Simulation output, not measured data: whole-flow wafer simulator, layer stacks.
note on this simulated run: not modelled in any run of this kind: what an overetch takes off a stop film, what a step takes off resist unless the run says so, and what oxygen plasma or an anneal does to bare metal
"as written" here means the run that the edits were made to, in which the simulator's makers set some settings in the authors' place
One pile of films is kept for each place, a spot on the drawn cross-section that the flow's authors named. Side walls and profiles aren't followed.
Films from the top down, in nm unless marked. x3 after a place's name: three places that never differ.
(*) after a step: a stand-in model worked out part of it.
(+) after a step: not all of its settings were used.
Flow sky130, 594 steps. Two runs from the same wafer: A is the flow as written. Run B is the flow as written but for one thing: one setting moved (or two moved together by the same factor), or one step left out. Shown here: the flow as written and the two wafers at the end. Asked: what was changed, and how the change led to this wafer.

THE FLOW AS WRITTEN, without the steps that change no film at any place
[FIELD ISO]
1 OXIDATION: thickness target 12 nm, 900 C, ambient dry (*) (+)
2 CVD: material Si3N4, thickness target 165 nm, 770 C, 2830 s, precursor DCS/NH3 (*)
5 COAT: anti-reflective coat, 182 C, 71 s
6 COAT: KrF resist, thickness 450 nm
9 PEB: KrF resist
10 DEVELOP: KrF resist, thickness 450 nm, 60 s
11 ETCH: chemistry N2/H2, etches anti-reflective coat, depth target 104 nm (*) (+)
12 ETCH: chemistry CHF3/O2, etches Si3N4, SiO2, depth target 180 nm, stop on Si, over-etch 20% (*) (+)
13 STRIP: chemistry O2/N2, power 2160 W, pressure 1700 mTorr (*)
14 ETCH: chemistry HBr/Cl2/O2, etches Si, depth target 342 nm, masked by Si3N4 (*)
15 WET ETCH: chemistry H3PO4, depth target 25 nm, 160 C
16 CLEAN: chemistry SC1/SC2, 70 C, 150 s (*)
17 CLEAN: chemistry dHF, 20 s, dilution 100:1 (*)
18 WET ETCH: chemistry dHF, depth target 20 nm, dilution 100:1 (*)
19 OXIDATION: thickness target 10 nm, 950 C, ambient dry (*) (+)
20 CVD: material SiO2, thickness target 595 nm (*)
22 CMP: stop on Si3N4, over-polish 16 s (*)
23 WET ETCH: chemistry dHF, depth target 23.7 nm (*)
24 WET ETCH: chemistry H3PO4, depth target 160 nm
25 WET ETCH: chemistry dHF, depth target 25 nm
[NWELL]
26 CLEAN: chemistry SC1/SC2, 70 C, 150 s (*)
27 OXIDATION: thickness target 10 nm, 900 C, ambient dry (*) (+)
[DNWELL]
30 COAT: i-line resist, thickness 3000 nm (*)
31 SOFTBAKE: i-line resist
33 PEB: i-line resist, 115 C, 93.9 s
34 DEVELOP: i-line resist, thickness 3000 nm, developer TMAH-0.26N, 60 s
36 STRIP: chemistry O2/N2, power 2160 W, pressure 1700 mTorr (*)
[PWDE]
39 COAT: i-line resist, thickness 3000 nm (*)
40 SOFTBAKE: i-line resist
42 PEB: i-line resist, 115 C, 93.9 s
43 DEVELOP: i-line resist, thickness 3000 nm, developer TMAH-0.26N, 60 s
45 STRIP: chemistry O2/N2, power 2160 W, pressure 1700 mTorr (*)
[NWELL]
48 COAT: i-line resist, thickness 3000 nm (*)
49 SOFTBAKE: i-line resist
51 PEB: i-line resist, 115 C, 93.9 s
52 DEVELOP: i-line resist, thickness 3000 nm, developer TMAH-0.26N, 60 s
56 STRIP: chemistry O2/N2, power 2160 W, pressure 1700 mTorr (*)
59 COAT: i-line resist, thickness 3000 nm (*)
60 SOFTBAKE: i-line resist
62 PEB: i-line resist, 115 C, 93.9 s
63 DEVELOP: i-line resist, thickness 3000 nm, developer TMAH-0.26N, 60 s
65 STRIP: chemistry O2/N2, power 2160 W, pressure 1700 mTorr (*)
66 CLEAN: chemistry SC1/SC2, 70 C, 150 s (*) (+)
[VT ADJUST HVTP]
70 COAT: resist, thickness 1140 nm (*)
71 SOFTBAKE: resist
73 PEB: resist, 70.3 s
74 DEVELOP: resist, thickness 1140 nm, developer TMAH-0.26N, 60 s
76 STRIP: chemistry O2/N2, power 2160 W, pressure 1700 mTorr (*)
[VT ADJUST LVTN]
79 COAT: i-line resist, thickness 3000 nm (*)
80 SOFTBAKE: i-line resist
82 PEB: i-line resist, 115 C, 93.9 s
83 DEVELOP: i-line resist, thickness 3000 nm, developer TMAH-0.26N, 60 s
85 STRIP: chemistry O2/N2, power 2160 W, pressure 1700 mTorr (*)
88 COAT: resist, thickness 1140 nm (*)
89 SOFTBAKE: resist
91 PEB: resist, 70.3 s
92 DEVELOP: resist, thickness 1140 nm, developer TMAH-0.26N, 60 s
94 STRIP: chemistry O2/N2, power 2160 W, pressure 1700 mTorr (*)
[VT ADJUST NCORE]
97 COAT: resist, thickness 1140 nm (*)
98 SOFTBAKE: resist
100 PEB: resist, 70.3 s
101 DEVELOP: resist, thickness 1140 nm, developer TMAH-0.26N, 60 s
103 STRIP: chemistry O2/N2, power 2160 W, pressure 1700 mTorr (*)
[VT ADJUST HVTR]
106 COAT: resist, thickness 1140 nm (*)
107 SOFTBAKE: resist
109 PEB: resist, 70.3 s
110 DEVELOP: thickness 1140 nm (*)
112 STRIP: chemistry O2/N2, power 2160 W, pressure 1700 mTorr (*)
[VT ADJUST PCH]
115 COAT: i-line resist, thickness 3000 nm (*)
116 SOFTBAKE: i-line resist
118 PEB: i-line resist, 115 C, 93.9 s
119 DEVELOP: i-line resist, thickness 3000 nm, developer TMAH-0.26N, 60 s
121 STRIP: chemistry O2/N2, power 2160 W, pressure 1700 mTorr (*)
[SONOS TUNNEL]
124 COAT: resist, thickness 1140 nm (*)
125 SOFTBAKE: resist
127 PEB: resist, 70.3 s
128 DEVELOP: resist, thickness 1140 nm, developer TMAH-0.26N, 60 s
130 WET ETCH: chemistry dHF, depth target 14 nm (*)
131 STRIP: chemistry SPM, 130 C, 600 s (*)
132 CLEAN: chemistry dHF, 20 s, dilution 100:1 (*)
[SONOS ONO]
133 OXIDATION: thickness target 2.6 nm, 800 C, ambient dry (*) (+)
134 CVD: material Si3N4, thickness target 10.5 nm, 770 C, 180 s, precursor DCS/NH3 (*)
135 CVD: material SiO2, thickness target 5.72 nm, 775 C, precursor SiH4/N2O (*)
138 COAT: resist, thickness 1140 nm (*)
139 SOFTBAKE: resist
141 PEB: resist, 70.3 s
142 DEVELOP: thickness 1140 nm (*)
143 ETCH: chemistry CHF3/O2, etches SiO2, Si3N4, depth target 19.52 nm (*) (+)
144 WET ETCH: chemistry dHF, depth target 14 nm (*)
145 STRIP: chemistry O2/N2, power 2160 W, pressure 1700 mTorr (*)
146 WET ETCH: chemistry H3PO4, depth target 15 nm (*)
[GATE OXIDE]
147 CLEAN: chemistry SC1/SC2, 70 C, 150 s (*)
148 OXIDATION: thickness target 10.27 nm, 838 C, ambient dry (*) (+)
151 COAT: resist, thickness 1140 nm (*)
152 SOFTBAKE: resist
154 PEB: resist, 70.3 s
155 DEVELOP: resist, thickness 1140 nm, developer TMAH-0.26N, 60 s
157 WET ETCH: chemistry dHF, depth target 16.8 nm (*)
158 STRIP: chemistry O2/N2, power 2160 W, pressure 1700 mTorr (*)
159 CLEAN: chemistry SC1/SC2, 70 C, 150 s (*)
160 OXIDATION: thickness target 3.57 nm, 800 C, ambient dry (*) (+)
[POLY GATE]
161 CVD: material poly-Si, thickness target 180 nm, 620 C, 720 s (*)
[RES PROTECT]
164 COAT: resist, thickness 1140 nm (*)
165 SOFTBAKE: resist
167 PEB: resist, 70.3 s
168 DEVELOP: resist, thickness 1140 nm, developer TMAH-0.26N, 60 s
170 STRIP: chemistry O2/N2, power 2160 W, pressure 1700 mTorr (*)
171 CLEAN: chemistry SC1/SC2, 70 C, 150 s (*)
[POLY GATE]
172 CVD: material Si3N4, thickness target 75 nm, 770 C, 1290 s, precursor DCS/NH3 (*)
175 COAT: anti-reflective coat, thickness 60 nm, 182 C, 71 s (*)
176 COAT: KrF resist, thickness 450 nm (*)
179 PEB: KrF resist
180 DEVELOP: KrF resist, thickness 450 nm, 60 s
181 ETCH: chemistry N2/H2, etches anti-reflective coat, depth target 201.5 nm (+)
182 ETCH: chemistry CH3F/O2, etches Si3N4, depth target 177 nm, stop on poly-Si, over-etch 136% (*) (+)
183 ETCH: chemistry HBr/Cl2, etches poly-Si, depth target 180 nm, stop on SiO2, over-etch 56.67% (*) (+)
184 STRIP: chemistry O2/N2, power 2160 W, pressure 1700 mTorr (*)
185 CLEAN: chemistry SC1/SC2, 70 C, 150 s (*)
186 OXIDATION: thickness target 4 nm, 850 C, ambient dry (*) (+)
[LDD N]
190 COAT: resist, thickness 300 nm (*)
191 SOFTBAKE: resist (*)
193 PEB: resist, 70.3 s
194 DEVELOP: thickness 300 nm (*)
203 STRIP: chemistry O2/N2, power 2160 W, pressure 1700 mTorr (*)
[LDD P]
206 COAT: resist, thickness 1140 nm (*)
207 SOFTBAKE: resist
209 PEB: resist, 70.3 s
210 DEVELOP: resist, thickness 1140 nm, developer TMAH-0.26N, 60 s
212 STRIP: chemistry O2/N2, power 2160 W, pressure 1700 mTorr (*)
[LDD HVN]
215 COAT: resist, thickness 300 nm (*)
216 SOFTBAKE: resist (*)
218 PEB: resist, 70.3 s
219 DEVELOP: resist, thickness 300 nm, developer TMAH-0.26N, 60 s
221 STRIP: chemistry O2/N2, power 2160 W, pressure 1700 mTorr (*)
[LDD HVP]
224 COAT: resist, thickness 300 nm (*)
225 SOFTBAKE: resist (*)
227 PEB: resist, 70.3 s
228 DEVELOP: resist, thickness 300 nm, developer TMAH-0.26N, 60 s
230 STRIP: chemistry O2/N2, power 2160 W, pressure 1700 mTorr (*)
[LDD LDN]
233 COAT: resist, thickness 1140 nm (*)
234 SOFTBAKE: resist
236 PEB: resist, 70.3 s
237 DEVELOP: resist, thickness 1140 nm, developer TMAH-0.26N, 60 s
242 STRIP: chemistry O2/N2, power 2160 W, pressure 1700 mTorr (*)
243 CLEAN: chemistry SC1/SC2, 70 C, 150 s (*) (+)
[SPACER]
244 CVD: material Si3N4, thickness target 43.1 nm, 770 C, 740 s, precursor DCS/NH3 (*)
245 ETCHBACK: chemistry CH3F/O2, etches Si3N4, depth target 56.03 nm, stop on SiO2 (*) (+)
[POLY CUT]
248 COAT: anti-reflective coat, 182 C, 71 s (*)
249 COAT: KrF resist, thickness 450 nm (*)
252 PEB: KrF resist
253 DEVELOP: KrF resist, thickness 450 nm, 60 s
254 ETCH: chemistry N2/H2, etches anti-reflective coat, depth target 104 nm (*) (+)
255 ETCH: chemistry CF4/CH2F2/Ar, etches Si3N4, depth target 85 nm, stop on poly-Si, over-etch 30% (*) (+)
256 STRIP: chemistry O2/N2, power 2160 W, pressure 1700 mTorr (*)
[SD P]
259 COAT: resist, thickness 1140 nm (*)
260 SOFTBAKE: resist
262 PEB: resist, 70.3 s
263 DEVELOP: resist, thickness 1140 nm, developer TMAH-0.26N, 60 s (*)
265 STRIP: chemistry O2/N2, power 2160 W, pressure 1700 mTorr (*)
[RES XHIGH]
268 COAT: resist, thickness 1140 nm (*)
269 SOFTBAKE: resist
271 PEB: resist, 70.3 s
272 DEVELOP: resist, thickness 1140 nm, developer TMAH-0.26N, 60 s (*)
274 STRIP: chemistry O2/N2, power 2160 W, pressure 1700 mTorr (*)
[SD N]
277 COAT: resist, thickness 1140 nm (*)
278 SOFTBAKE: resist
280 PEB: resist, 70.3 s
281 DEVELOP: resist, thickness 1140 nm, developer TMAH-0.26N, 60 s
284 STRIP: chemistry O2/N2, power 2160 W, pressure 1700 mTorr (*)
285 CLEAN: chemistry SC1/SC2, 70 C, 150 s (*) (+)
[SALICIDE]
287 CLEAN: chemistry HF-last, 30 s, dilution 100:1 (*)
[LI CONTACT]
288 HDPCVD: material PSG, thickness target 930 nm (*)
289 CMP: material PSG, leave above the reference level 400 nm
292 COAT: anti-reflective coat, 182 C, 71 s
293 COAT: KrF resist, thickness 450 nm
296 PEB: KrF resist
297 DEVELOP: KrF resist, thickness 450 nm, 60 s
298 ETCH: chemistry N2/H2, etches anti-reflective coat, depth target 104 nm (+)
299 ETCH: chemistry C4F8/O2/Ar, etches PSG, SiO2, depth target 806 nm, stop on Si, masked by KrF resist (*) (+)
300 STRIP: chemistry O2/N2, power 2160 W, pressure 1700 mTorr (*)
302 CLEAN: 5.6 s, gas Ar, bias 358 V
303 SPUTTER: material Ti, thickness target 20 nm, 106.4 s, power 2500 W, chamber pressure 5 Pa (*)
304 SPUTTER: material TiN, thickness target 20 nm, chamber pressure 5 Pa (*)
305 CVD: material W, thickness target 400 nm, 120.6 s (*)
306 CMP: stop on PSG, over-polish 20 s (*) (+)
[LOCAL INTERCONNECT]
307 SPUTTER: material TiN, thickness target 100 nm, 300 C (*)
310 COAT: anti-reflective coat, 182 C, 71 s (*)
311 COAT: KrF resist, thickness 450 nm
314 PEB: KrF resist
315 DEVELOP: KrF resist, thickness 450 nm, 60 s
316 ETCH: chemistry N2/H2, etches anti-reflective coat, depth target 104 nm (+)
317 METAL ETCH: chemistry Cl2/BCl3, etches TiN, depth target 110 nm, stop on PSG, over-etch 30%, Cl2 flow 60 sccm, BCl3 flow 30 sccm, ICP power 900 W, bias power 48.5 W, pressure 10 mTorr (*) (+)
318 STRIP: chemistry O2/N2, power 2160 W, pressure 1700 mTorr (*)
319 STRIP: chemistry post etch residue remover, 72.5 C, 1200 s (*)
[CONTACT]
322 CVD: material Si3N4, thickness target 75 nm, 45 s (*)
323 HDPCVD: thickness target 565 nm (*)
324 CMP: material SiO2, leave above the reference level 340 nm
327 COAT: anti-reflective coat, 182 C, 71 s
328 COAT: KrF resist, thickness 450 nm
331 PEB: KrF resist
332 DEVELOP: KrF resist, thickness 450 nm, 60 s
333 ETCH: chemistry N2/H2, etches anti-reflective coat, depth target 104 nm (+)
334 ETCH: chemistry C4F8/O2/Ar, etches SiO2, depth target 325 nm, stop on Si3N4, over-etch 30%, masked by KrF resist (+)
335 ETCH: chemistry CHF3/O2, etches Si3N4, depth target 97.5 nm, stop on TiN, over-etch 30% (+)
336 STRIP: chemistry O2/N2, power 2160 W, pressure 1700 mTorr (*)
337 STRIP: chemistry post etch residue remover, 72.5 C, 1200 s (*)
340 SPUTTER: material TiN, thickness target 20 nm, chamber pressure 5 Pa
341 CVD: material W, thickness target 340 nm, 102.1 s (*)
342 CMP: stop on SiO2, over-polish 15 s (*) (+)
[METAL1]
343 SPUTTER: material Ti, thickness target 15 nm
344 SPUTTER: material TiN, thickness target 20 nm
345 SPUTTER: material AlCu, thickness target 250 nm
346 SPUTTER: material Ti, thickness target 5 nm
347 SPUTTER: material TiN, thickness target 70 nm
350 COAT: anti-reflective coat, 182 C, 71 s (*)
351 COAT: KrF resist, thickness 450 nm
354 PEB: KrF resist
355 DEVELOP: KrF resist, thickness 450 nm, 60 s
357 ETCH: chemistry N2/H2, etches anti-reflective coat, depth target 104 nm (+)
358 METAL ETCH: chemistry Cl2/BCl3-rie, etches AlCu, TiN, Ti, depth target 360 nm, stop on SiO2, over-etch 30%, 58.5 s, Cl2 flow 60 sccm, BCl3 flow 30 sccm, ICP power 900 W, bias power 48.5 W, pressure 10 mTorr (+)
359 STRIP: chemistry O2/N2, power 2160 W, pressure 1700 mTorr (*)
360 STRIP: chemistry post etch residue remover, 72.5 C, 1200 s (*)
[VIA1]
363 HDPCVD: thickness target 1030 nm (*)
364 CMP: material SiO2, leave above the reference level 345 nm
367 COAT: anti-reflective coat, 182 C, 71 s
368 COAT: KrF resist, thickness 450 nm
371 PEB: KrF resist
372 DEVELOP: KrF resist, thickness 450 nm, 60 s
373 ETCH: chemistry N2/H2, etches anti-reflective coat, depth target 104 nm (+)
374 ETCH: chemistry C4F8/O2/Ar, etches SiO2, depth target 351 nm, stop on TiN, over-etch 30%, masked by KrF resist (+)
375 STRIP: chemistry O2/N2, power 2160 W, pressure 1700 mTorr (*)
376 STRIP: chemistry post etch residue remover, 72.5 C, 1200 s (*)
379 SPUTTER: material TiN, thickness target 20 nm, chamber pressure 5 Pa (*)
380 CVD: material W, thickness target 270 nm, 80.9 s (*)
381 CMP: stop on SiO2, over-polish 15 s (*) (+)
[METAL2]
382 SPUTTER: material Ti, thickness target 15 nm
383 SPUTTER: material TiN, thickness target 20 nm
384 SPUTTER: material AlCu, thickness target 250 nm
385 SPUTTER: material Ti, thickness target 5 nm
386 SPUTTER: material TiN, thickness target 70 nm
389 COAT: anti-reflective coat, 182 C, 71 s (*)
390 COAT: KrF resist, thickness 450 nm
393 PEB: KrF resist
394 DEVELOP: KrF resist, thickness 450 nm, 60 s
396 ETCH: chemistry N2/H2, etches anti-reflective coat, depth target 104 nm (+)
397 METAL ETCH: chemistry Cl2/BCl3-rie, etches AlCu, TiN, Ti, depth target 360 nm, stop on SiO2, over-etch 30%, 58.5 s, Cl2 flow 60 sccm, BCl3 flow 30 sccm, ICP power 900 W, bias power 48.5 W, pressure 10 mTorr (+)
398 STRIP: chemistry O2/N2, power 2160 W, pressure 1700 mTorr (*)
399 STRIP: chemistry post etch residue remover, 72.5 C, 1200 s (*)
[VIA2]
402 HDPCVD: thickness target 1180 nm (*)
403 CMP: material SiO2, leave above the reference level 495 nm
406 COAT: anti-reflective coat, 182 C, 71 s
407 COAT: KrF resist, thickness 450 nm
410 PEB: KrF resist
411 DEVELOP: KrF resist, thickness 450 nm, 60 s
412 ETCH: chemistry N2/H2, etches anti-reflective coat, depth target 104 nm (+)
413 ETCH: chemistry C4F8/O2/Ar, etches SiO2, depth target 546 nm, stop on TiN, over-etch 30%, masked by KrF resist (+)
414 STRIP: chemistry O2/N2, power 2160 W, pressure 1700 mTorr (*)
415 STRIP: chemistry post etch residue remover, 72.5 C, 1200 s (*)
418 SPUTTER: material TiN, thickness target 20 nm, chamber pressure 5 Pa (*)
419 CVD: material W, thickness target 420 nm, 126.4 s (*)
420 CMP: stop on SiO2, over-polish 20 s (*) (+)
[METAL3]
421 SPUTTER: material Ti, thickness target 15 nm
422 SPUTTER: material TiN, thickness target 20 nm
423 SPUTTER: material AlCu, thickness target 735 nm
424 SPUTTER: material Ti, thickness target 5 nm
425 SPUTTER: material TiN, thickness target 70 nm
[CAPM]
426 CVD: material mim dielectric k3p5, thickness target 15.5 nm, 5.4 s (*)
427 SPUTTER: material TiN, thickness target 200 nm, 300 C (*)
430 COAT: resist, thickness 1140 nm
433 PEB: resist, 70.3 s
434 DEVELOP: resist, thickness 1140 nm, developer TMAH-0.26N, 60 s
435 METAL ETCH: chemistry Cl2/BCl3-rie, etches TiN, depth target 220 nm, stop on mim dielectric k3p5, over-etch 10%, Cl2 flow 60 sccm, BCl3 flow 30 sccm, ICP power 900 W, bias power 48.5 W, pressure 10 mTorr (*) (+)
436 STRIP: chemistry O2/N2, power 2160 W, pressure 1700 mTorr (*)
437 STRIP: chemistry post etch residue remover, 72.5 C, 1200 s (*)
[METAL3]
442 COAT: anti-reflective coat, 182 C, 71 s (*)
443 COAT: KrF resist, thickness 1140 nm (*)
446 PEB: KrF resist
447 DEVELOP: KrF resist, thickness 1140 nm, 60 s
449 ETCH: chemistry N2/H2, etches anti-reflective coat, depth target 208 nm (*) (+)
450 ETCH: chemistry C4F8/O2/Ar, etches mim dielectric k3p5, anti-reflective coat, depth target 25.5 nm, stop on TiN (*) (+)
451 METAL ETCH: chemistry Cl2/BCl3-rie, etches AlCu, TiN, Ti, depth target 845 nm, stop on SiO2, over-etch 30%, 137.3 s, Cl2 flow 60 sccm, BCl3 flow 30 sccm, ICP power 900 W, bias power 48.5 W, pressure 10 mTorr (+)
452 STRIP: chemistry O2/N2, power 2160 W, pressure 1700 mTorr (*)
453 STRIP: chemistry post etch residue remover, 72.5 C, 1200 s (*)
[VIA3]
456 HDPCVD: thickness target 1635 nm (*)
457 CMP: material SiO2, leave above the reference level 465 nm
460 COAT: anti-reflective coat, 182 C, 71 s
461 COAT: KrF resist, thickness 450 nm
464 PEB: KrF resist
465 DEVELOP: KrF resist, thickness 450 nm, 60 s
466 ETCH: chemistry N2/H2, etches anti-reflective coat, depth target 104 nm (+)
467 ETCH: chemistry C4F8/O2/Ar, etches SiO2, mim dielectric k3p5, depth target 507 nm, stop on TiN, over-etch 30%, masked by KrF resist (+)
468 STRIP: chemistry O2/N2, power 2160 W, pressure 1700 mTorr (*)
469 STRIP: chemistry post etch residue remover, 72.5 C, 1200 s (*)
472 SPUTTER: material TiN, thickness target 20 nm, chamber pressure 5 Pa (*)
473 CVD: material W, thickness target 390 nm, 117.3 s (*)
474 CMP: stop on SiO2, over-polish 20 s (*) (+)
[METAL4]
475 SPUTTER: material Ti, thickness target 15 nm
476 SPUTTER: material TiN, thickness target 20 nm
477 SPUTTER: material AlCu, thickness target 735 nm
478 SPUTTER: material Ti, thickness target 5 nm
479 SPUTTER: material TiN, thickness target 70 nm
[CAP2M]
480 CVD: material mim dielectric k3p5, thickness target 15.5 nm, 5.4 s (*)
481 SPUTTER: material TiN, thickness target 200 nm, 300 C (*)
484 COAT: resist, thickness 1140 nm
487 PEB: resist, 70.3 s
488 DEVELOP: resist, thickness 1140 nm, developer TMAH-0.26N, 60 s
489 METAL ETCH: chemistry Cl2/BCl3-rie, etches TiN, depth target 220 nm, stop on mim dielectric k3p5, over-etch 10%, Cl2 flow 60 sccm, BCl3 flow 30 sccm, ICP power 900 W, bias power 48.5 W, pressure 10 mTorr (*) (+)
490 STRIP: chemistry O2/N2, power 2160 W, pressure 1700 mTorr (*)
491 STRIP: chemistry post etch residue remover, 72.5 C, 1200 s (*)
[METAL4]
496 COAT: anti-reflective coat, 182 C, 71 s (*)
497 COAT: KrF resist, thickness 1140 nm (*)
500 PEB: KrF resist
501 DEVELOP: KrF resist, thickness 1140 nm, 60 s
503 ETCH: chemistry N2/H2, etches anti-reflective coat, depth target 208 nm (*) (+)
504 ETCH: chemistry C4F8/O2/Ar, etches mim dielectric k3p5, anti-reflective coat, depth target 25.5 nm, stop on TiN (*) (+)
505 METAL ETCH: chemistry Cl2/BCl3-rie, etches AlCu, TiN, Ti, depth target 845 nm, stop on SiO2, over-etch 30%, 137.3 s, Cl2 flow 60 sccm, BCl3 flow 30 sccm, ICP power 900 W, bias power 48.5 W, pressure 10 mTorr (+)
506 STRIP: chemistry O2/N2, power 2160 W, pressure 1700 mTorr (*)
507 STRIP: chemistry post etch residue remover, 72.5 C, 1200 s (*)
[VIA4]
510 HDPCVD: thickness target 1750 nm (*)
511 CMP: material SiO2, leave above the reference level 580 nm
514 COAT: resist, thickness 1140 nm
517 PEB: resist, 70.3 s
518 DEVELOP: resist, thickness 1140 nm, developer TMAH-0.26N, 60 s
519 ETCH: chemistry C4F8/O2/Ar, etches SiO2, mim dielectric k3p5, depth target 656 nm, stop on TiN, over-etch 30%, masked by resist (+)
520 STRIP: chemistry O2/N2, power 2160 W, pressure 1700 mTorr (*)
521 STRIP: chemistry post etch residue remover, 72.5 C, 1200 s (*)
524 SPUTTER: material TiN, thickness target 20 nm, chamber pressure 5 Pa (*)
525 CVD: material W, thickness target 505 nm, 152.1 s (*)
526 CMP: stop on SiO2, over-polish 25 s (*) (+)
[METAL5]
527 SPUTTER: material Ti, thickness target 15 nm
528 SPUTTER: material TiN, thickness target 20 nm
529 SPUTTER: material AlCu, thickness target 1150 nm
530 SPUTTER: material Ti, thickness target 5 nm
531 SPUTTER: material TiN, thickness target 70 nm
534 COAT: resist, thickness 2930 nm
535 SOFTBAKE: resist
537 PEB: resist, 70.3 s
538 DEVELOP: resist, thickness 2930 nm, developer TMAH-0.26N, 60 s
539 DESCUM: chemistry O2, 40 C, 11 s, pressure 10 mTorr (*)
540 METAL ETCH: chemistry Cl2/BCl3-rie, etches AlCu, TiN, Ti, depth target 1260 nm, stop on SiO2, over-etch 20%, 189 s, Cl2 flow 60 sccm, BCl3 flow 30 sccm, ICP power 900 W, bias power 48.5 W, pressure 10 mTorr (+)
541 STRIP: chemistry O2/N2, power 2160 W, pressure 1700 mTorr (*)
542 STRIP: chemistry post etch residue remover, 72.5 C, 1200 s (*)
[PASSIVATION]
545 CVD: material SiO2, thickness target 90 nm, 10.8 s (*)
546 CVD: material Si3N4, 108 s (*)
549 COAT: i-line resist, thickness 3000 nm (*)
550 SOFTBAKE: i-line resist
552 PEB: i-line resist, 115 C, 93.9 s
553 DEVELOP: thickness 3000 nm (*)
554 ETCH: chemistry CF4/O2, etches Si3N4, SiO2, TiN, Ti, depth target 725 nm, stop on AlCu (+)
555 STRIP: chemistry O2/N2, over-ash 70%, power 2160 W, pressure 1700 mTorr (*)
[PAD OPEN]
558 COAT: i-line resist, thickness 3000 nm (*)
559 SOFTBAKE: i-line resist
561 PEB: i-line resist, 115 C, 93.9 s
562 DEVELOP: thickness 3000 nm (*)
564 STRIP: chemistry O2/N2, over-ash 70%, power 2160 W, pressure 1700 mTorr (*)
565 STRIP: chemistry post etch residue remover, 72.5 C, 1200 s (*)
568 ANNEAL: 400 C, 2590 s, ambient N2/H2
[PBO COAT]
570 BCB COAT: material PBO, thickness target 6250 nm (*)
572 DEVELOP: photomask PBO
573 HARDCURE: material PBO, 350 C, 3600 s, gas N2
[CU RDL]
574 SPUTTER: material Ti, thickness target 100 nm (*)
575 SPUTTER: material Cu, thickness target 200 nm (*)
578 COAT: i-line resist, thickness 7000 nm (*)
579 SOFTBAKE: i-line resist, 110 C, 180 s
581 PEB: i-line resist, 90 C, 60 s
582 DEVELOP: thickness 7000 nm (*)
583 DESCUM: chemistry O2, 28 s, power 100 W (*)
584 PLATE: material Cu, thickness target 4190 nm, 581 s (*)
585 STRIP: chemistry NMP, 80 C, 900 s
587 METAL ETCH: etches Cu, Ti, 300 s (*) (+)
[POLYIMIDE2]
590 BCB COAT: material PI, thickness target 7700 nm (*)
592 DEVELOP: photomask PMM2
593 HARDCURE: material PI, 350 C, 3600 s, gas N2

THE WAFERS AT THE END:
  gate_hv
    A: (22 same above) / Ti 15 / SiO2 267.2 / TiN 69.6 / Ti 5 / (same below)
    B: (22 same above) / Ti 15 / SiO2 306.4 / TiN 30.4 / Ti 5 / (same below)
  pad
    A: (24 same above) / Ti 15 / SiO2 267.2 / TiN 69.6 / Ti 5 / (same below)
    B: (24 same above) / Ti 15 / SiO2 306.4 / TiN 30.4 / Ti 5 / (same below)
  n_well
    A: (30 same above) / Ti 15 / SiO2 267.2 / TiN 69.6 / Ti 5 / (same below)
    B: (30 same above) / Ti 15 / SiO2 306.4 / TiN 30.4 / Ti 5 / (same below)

The cause: step 347, SPUTTER: thickness target 30.8 nm was run, where the flow has thickness target 70 nm.

How the change led to this, step by step:
  347 SPUTTER: material TiN, thickness target 70 nm
      field, active, n_well and 188 more: A TiN +70 (new film) | B TiN +30.8 (new film)
  358 METAL ETCH: chemistry Cl2/BCl3-rie, etches AlCu, TiN, Ti, depth target 360 nm, stop on SiO2, over-etch 30%, 58.5 s, Cl2 flow 60 sccm, BCl3 flow 30 sccm, ICP power 900 W, bias power 48.5 W, pressure 10 mTorr (+)
      field, active, gate and 81 more: A TiN -68.7 (all of it), Ti -5 (all of it), AlCu -250 (all of it), TiN -20 (all of it), Ti -15 (all of it), SiO2 -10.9 | B TiN -29.5 (all of it), Ti -5 (all of it), AlCu -250 (all of it), TiN -20 (all of it), Ti -15 (all of it), SiO2 -14.9
  364 CMP: material SiO2, leave above the reference level 345 nm
      n_well, p_well, gate_hv and 100 more: A SiO2 -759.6 | B SiO2 -720.4
      poly_licon, ndiff_licon, ndiff_licon_cpp, rpo_hd_licon: A SiO2 -759 | B SiO2 -719.8
  374 ETCH: chemistry C4F8/O2/Ar, etches SiO2, depth target 351 nm, stop on TiN, over-etch 30%, masked by KrF resist (+)
      m1, via1_hole: A SiO2 -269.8 (all of it) | B SiO2 -309 (all of it)
  379 SPUTTER: material TiN, thickness target 20 nm, chamber pressure 5 Pa (*)
      m1: A TiN +11 | B TiN +10.3
      via1_hole: A TiN +10.9 | B TiN +10.2
  380 CVD: material W, thickness target 270 nm, 80.9 s (*)
      m1, via1_hole: A W +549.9 (new film) | B W +589.8 (new film)
